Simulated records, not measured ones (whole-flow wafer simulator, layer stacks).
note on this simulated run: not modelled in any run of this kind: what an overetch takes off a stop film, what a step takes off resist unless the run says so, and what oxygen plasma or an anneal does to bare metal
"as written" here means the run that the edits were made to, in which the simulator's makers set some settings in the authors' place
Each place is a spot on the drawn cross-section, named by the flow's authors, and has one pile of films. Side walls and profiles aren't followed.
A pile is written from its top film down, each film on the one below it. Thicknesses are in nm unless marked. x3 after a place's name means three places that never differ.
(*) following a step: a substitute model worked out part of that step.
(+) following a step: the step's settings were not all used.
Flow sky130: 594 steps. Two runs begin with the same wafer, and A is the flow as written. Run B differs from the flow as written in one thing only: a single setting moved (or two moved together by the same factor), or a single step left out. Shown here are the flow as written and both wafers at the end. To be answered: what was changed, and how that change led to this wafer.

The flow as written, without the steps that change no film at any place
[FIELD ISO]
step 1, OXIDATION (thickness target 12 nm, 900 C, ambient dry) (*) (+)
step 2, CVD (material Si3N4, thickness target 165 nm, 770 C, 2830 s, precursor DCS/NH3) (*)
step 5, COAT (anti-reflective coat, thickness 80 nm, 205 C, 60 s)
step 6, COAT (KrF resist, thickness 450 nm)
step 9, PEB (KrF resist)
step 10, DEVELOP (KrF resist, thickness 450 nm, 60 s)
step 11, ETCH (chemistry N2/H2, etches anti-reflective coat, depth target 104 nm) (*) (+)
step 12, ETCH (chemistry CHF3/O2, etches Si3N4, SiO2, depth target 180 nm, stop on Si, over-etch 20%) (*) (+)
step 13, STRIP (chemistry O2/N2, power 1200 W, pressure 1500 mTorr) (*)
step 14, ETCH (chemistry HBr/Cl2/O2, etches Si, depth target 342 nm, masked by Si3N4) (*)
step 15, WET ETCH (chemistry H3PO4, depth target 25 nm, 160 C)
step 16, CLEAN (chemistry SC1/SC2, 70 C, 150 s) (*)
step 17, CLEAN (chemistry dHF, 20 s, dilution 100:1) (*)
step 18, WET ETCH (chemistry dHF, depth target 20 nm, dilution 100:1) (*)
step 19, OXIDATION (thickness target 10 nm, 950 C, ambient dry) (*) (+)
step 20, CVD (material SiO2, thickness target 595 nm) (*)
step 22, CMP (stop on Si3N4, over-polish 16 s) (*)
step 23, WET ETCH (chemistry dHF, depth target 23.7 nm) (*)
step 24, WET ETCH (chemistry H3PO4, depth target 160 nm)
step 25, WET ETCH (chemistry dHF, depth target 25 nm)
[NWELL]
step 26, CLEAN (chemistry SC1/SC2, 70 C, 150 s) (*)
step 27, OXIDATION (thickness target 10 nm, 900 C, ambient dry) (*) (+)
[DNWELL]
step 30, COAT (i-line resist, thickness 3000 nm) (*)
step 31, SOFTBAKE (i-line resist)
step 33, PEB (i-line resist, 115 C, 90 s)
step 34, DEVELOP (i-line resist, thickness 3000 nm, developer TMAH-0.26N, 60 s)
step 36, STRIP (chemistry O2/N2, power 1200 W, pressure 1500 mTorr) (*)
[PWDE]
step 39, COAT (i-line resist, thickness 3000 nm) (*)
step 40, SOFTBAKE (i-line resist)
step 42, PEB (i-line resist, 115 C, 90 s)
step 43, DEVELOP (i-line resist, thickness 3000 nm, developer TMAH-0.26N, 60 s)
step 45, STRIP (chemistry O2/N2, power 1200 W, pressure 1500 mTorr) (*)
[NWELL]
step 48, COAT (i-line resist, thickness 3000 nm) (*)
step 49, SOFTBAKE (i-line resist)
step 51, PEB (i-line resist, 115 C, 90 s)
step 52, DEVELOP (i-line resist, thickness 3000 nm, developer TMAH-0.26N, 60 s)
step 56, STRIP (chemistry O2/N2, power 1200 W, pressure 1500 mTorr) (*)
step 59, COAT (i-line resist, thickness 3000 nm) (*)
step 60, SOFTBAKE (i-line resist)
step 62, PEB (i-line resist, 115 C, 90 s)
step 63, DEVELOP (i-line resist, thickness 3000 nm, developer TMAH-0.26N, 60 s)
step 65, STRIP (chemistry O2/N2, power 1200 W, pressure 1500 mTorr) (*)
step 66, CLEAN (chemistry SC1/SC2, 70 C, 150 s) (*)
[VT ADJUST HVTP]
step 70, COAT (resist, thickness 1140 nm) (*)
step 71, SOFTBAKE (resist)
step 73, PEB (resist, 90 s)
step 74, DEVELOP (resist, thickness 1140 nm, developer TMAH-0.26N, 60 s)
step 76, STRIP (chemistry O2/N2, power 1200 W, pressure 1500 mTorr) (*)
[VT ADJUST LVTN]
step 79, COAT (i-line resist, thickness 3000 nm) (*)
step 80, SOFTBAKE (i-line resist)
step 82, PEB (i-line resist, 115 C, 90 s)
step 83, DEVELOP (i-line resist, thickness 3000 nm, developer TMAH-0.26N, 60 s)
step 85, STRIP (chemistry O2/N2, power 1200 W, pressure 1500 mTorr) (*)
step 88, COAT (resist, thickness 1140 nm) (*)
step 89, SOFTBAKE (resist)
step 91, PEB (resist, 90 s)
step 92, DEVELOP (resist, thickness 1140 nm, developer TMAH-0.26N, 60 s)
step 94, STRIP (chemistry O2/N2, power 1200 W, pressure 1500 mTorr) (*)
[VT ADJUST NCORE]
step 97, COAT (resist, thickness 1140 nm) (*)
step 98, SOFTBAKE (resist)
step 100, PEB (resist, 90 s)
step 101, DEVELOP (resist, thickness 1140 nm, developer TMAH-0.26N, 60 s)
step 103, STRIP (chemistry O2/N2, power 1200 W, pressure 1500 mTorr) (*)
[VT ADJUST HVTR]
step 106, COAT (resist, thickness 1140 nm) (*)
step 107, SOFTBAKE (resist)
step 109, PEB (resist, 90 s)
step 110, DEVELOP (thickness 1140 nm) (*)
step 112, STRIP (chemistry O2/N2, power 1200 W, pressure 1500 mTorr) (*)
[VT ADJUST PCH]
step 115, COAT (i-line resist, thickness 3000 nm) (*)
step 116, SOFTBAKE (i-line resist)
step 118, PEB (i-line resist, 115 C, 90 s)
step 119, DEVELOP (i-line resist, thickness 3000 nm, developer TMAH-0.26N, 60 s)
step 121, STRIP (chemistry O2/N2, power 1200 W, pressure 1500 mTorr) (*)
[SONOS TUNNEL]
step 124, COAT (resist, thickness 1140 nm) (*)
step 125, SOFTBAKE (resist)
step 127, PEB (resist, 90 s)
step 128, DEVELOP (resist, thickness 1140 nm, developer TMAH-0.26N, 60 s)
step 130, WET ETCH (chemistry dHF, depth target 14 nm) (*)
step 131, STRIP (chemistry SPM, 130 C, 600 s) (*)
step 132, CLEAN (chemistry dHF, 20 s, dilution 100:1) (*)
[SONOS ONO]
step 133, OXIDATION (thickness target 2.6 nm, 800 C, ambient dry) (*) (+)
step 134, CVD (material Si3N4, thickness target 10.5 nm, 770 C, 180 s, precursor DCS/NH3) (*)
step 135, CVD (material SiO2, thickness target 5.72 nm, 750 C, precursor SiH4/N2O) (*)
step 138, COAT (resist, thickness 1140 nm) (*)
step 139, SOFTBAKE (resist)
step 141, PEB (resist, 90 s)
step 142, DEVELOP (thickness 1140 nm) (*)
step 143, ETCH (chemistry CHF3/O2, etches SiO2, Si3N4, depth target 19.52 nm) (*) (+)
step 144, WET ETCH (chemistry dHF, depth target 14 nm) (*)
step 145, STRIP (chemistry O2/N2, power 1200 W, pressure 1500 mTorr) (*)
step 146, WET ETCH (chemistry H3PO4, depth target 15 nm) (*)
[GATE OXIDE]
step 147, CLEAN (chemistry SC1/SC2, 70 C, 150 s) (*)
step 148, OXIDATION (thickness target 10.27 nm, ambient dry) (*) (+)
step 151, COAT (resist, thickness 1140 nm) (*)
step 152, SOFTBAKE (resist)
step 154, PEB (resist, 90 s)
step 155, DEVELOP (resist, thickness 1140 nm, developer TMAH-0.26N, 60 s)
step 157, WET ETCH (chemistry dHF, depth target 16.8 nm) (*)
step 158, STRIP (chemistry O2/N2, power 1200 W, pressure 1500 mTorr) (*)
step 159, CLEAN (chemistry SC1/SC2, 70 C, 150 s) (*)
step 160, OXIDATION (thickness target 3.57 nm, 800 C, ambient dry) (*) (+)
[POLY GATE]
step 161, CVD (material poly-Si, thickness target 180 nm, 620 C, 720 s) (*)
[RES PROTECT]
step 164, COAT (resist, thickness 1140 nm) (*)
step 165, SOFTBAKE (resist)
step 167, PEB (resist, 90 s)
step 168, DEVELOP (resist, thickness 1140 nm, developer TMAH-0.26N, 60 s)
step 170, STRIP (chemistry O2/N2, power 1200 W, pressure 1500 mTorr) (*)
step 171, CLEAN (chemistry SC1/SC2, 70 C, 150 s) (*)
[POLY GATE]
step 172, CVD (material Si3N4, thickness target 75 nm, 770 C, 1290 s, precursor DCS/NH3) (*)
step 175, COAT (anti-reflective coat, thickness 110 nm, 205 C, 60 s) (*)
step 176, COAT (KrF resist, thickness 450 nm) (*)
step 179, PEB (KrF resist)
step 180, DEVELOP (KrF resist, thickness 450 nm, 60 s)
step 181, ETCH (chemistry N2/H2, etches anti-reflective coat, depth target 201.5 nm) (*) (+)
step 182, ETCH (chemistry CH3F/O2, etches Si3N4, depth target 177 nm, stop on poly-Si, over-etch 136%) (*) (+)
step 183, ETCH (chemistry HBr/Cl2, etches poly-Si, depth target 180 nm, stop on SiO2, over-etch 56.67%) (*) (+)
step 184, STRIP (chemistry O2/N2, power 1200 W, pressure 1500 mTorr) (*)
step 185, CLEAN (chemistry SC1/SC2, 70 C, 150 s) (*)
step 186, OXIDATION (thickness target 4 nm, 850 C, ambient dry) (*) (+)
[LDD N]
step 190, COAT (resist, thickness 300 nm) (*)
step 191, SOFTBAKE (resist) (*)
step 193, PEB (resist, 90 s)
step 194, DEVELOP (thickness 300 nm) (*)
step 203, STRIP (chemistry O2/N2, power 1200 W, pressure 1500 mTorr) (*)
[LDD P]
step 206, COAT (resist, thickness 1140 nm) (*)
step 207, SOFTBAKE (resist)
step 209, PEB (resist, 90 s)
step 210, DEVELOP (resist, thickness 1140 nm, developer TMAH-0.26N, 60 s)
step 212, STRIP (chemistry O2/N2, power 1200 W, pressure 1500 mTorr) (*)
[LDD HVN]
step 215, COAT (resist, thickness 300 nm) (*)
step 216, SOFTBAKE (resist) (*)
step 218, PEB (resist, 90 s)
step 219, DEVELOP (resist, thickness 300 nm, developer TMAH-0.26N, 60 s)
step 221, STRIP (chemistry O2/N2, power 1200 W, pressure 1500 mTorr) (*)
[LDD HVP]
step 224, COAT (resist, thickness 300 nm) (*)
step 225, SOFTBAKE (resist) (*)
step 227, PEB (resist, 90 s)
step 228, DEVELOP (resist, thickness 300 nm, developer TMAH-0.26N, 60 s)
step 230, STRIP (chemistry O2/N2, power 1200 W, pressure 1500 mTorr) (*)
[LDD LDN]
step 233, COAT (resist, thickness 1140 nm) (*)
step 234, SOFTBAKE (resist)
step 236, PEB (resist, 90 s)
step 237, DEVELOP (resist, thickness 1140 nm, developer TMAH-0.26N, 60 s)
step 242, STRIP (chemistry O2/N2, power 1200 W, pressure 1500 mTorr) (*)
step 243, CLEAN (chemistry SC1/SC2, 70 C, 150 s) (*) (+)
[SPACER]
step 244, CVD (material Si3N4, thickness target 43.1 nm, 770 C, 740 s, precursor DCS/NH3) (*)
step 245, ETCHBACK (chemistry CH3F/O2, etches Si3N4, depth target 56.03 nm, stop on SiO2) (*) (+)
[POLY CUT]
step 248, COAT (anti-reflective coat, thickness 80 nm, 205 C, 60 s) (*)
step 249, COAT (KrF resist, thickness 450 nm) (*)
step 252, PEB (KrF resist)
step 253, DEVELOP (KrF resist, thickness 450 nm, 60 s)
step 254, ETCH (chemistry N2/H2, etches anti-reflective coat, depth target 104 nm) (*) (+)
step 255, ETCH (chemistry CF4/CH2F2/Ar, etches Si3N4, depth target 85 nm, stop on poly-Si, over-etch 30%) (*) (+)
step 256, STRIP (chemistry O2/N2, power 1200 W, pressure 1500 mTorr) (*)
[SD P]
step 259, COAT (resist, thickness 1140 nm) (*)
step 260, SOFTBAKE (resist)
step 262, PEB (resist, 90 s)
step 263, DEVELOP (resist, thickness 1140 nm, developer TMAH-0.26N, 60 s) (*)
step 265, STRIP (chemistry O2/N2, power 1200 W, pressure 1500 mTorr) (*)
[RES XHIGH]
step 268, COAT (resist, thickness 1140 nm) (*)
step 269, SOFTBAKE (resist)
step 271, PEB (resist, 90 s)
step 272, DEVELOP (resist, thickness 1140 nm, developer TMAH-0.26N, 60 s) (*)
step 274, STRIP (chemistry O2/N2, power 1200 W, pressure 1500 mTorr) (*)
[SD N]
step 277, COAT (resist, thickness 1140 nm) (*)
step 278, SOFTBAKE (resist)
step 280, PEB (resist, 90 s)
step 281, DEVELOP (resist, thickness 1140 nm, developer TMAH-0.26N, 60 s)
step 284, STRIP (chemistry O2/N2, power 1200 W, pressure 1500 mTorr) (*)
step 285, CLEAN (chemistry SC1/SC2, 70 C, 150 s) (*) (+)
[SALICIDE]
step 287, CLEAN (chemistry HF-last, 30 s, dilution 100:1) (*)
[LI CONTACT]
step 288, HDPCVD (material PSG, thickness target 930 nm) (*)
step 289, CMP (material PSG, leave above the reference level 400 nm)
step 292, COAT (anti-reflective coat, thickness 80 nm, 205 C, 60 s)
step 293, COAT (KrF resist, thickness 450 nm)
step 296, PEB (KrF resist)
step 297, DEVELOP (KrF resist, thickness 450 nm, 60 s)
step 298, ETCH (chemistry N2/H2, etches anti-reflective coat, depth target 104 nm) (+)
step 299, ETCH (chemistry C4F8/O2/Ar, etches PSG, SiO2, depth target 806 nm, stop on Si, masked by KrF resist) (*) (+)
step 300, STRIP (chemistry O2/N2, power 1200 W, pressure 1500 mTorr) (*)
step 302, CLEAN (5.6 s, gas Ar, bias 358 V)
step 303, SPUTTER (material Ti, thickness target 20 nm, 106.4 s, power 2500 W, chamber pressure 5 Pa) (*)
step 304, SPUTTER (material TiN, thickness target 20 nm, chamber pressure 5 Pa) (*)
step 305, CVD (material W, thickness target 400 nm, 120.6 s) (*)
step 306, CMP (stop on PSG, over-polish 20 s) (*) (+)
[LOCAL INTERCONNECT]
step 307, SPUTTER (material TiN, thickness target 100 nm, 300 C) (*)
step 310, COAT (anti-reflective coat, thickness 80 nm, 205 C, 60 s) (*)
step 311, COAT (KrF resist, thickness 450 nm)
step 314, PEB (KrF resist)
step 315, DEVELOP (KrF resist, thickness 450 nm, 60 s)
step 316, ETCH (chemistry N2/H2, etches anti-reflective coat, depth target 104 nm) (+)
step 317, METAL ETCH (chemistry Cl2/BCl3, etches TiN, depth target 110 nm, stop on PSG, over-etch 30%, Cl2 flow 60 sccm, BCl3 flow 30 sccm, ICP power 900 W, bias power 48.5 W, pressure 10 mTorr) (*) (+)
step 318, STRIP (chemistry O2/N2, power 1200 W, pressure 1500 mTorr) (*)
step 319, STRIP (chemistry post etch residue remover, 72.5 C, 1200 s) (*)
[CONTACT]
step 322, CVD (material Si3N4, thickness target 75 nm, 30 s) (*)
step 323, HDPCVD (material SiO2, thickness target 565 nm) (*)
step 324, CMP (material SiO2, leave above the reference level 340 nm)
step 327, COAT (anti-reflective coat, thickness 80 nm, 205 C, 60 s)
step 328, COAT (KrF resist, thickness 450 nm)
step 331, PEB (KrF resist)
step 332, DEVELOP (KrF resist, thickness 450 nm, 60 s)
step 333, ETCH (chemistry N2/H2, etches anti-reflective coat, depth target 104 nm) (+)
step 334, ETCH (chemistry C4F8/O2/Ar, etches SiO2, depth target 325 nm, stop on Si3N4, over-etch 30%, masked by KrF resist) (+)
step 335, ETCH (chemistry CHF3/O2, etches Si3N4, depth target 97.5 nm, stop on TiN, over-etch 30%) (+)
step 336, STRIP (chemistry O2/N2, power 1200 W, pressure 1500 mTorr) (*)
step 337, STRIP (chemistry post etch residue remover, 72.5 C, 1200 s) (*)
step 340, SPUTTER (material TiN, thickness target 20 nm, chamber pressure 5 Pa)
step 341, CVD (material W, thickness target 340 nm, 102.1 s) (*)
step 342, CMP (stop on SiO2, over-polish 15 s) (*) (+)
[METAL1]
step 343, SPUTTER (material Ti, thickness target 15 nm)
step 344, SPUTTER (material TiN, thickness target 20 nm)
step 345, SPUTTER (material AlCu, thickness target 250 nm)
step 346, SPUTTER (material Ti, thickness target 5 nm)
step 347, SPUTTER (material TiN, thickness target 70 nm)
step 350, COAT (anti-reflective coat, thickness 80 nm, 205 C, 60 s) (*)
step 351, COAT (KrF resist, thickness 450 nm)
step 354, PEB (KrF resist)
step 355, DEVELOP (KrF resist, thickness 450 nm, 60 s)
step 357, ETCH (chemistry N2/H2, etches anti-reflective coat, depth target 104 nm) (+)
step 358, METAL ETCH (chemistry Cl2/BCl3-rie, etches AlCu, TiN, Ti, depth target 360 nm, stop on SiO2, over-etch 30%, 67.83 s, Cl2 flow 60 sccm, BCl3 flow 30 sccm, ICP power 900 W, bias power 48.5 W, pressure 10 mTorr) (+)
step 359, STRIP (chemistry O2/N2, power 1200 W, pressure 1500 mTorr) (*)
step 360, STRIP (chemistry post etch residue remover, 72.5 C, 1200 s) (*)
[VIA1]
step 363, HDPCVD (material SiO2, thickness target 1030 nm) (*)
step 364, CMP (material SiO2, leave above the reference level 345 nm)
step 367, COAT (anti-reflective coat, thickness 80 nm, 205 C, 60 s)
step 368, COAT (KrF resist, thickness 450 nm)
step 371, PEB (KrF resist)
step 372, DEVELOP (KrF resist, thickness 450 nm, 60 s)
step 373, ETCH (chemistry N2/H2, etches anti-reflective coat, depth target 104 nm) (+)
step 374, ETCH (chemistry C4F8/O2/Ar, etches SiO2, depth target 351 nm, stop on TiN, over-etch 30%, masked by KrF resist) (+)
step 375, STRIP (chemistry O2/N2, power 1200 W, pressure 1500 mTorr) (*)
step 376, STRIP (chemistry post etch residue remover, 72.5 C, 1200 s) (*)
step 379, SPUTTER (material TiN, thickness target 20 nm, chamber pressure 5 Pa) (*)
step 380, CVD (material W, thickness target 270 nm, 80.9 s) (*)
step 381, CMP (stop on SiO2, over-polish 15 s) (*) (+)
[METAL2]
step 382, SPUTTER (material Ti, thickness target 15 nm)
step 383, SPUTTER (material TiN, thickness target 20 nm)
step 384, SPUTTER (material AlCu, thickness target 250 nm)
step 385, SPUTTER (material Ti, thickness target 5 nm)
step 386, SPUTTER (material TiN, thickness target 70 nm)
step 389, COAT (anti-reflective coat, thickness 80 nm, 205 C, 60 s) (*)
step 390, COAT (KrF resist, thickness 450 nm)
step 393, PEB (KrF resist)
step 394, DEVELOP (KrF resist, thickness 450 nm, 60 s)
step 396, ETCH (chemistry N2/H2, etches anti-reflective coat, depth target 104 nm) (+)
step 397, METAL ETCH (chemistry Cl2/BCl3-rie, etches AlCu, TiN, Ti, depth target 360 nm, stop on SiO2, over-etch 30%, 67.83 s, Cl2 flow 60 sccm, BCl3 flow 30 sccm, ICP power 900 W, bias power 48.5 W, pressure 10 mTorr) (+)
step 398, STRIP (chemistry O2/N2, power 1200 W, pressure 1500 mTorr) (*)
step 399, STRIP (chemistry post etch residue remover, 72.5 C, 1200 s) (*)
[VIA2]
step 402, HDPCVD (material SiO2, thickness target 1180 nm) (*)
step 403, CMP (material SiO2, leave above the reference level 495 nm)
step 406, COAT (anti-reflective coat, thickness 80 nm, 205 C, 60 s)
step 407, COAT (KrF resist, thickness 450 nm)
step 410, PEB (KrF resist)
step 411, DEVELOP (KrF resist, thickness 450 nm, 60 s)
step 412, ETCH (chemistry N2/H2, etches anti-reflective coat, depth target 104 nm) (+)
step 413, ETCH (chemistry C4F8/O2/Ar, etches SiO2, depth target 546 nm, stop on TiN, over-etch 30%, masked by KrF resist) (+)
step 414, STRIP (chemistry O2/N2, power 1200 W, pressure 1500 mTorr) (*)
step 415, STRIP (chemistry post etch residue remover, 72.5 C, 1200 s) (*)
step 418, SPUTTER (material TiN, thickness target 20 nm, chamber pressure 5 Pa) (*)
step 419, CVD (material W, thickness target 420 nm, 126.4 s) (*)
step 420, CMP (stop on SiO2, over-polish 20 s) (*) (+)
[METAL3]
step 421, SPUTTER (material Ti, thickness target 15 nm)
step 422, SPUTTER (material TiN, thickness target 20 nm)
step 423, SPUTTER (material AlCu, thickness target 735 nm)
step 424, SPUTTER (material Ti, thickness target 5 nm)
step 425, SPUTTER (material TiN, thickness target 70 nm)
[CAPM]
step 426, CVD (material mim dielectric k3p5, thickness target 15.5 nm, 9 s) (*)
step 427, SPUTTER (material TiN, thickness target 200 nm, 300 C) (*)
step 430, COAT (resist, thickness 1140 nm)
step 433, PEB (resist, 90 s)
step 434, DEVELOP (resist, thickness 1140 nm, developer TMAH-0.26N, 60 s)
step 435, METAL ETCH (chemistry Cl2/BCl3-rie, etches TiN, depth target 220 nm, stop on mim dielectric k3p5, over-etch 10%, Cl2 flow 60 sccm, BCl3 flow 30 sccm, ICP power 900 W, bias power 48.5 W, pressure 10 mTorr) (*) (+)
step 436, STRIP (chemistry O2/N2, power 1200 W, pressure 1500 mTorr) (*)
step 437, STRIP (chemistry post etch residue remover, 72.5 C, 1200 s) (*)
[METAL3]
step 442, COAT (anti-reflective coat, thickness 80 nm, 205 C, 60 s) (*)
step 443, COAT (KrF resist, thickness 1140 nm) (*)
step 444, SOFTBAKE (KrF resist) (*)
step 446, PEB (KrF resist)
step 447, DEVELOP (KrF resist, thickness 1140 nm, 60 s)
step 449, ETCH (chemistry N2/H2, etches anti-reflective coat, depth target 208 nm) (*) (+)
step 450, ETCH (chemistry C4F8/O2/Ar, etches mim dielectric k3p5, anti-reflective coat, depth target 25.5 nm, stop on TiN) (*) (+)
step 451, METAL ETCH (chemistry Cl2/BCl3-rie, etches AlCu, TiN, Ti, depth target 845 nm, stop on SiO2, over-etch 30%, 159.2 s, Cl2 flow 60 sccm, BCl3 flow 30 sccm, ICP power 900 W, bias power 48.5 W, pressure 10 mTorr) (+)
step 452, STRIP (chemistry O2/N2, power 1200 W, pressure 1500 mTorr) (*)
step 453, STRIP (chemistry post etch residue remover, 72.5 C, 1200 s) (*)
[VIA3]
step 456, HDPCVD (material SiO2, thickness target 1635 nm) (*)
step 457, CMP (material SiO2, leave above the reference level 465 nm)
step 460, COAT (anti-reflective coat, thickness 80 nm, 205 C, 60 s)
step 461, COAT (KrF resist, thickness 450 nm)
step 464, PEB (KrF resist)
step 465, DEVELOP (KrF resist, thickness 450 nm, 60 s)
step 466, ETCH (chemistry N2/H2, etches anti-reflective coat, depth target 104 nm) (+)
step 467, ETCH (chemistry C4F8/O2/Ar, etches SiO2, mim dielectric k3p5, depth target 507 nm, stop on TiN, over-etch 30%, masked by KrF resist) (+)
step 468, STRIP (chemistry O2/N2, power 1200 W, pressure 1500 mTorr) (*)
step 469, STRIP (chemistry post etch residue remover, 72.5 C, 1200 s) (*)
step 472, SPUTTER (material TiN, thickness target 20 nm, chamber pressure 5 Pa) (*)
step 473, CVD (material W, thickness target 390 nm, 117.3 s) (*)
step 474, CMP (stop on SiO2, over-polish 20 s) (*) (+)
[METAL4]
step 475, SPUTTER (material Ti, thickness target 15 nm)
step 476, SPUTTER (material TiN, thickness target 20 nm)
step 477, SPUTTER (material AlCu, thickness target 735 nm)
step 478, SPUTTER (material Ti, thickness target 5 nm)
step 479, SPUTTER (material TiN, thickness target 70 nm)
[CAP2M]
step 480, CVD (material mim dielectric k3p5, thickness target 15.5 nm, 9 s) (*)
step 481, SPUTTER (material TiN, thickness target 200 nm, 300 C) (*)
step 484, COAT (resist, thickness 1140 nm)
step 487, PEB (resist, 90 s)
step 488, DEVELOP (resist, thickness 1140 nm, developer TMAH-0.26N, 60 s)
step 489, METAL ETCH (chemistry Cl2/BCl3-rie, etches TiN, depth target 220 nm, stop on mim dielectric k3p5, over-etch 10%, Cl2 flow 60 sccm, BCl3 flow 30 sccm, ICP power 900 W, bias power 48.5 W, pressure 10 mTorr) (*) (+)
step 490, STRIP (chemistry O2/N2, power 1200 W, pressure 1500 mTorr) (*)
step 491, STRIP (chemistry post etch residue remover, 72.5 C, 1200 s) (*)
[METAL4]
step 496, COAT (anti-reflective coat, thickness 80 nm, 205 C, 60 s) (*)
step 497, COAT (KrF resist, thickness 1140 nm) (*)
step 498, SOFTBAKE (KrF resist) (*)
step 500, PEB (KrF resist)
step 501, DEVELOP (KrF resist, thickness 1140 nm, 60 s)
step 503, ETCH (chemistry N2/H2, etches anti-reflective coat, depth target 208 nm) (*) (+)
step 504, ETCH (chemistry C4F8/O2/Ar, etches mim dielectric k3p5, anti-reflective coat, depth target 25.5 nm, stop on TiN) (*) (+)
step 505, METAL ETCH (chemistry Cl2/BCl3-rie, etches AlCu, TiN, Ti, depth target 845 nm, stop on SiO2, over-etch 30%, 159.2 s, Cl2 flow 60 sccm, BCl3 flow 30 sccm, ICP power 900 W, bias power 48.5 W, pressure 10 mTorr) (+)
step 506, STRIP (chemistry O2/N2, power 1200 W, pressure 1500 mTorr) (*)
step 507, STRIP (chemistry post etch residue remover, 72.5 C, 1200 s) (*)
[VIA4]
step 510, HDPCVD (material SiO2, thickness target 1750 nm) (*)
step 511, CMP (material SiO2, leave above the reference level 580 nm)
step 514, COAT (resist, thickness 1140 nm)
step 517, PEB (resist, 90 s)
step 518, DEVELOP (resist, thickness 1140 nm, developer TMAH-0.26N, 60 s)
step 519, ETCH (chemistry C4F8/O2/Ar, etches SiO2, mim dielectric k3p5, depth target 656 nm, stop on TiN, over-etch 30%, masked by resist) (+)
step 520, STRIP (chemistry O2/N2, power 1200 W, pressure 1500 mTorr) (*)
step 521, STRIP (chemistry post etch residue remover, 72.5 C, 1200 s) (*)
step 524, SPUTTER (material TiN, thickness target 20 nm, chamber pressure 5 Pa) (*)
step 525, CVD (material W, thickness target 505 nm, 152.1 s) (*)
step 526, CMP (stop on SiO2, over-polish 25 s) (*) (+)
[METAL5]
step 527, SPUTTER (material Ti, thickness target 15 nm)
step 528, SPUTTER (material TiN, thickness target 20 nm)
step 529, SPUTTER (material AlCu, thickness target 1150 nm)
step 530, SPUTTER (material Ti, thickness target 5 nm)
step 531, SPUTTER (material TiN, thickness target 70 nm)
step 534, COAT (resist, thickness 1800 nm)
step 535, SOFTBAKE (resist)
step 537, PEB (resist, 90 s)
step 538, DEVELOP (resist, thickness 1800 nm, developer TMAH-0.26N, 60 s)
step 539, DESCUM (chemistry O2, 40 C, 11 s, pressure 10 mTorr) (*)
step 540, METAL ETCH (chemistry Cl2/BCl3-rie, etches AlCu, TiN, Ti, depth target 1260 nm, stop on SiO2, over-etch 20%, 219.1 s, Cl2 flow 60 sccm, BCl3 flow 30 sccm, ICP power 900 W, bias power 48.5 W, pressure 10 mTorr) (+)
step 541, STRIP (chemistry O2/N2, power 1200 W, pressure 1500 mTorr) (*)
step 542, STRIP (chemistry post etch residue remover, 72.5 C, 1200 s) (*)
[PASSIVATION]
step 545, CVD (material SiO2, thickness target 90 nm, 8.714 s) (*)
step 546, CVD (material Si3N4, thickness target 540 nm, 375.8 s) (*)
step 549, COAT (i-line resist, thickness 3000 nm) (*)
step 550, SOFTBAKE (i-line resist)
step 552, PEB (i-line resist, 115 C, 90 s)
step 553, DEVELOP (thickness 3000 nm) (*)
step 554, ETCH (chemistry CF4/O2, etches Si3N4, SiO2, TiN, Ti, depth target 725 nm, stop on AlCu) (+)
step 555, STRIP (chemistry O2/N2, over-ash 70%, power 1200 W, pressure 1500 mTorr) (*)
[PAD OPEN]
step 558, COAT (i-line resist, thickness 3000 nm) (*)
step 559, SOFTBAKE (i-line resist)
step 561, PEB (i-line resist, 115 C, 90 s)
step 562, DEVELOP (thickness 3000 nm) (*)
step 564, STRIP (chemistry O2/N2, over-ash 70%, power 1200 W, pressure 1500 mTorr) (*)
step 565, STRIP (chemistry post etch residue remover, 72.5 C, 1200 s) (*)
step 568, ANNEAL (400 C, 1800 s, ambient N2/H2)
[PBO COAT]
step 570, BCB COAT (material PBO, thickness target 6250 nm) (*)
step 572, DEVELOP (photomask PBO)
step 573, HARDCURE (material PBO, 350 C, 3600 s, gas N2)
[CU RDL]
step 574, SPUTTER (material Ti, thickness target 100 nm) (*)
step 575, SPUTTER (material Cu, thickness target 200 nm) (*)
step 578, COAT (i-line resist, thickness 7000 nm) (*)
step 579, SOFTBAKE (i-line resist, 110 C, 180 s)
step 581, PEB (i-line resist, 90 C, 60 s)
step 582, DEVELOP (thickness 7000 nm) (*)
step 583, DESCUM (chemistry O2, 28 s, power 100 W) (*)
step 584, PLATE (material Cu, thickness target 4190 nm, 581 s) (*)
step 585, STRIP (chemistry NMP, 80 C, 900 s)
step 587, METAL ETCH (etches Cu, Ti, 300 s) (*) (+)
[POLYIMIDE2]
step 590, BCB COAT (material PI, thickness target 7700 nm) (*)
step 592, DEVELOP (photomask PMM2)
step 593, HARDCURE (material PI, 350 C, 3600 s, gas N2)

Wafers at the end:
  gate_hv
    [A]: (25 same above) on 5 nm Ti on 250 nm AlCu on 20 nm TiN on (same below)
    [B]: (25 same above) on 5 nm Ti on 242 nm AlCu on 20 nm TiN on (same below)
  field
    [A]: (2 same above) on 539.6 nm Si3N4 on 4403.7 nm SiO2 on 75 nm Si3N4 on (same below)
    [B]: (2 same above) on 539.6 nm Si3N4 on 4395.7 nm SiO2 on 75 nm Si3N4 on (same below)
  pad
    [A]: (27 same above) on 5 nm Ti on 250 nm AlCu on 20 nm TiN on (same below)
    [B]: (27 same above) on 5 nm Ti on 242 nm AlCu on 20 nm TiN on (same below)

What caused this: step 345, SPUTTER: thickness target 242 nm was run, though the flow has thickness target 250 nm.
The wafer itself shows it: gate_hv has AlCu 242, and step 345 as written asks for 250 nm.

How this came from the change, step by step:
  step 345, SPUTTER (material AlCu, thickness target 250 nm)
      field, active, n_well and 188 more: A +250 AlCu (new film) | B +242 AlCu (new film)
  step 358, METAL ETCH (chemistry Cl2/BCl3-rie, etches AlCu, TiN, Ti, depth target 360 nm, stop on SiO2, over-etch 30%, 67.83 s, Cl2 flow 60 sccm, BCl3 flow 30 sccm, ICP power 900 W, bias power 48.5 W, pressure 10 mTorr) (+)
      field, active, gate and 81 more: A -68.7 TiN (all of it), -5 Ti (all of it), -250 AlCu (all of it), -20 TiN (all of it), -15 Ti (all of it), -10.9 SiO2 | B -68.7 TiN (all of it), -5 Ti (all of it), -242 AlCu (all of it), -20 TiN (all of it), -15 Ti (all of it), -11.7 SiO2
